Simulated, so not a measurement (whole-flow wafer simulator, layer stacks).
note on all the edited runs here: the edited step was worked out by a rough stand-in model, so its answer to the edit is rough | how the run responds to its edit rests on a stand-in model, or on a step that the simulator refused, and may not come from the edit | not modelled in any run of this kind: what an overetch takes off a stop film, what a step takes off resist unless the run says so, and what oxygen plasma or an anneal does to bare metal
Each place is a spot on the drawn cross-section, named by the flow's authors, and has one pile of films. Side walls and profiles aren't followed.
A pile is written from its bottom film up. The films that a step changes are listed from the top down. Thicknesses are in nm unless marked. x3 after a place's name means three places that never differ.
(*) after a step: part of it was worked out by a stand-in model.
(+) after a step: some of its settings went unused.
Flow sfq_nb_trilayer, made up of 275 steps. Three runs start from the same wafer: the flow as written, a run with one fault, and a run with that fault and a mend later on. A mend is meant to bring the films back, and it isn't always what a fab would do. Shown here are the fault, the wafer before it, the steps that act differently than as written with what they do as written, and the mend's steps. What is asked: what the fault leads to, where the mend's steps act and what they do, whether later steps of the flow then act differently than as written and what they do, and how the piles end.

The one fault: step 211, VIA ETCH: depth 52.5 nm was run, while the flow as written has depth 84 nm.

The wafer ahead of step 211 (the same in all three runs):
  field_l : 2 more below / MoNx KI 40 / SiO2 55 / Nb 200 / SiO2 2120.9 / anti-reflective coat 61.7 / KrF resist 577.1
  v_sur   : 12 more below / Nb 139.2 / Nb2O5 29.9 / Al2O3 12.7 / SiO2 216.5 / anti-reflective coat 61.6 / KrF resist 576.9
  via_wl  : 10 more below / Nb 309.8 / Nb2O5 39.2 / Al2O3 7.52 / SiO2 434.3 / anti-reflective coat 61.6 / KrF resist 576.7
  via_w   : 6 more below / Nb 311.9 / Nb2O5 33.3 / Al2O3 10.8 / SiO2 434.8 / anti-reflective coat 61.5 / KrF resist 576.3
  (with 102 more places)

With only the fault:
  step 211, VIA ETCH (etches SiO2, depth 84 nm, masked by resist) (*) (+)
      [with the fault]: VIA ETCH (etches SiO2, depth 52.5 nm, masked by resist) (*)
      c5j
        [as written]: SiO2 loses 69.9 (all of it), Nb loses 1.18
        [with the fault]: SiO2 loses 52.5
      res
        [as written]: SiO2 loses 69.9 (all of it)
        [with the fault]: SiO2 loses 52.5
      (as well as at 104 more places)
  Later steps of the flow acting differently than as written (5 more steps, not shown, differ only slightly: by at most 2% or 0.5 nm, whichever is larger):
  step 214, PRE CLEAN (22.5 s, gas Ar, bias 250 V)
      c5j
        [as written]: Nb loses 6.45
        [with the fault]: SiO2 loses 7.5
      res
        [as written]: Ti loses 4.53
        [with the fault]: SiO2 loses 7.5
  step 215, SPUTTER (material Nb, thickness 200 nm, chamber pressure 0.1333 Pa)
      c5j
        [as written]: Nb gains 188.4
        [with the fault]: Nb gains 193.7 (new film)
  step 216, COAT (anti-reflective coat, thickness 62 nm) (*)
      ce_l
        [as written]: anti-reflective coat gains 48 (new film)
        [with the fault]: anti-reflective coat gains 52.5 (new film)
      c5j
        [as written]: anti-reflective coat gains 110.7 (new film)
        [with the fault]: anti-reflective coat gains 98.2 (new film)
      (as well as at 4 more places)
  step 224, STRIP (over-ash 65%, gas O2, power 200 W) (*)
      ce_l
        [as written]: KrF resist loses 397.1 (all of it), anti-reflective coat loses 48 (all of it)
        [with the fault]: KrF resist loses 394.3 (all of it), anti-reflective coat loses 52.5 (all of it)
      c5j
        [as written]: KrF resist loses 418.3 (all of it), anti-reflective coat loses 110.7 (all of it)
        [with the fault]: KrF resist loses 410.1 (all of it), anti-reflective coat loses 98.2 (all of it)
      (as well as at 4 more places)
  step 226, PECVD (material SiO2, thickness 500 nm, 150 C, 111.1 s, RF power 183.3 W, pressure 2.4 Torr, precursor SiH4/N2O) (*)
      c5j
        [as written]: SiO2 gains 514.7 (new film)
        [with the fault]: SiO2 gains 500 (new film)
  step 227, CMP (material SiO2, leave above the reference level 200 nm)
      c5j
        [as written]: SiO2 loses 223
        [with the fault]: SiO2 loses 231.1
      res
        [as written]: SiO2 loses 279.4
        [with the fault]: SiO2 loses 296.6
  At c5j, res, the piles at the end differ from the flow's by more than 2% or 0.5 nm, whichever is larger.
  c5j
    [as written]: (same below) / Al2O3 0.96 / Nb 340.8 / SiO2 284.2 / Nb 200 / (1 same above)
    [with the fault]: (same below) / Al2O3 0.96 / Nb 160 / SiO2 9.89 / Nb 193.7 / SiO2 261.4 / Nb 200 / (1 same above)
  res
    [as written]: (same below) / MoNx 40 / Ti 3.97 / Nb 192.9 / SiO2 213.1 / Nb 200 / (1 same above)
    [with the fault]: (same below) / MoNx 40 / Ti 8.5 / SiO2 9.86 / Nb 195.7 / SiO2 195.9 / Nb 200 / (1 same above)

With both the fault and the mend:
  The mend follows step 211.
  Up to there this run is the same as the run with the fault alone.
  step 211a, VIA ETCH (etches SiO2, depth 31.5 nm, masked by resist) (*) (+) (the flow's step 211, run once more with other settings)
      field_l, v_sur, via_wl and 101 more
        KrF resist loses 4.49
      c5j
        SiO2 loses 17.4 (all of it), Nb loses 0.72
      res
        SiO2 loses 17.4 (all of it)
  Every later step of the flow that is run acts as written, at every place that is followed, to within 2% or 0.5 nm, whichever is larger.
  The piles end only slightly different from the flow's at the places that both follow, by no more than 2% or 0.5 nm, whichever is larger.
